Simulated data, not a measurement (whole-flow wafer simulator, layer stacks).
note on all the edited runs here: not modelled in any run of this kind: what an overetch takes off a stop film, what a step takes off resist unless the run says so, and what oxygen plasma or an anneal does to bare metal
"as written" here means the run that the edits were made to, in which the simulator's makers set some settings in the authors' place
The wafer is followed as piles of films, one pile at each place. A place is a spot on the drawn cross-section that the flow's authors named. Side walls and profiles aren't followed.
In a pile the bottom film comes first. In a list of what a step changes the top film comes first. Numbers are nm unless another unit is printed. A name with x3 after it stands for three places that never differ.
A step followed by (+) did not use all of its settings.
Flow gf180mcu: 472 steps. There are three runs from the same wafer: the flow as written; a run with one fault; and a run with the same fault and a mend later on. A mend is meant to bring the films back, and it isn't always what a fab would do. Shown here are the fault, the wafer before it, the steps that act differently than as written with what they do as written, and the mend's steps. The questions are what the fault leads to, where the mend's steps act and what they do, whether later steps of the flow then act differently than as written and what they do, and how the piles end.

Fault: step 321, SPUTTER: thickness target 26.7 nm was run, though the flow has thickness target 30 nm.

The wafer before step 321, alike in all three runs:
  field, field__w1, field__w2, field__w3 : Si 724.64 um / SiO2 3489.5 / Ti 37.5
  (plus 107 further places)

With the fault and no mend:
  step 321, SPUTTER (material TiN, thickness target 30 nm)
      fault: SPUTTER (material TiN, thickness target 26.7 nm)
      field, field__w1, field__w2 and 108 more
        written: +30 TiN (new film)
        fault: +26.7 TiN (new film)
  Later steps of the flow acting differently than as written (1 other step is not shown; it differs only slightly, by no more than 2% or 0.5 nm, whichever is larger):
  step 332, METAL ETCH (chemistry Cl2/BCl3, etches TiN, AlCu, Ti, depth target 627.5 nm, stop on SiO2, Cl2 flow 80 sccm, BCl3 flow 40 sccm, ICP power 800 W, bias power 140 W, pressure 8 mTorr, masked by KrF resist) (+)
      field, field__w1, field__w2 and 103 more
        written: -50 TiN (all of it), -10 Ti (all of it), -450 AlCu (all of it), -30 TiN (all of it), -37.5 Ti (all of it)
        fault: -50 TiN (all of it), -10 Ti (all of it), -450 AlCu (all of it), -26.7 TiN (all of it), -37.5 Ti (all of it)
  By the end, the piles at field__w8, contact, m1, m1__w1, m1_nw depart from the flow's by more than 2% or 0.5 nm, whichever is larger.
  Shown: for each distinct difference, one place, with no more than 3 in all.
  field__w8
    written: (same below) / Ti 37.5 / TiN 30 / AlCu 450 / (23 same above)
    fault: (same below) / Ti 37.5 / TiN 26.7 / AlCu 450 / (23 same above)
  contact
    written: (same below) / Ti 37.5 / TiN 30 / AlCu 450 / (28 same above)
    fault: (same below) / Ti 37.5 / TiN 26.7 / AlCu 450 / (28 same above)

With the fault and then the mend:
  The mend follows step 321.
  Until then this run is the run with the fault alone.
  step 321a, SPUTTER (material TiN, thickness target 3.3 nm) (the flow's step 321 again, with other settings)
      field, field__w1, field__w2 and 108 more
        +3.3 TiN
  Every later step of the flow that is run acts as written at every place that is followed.
  The piles end the same as the flow's at every place that both follow.
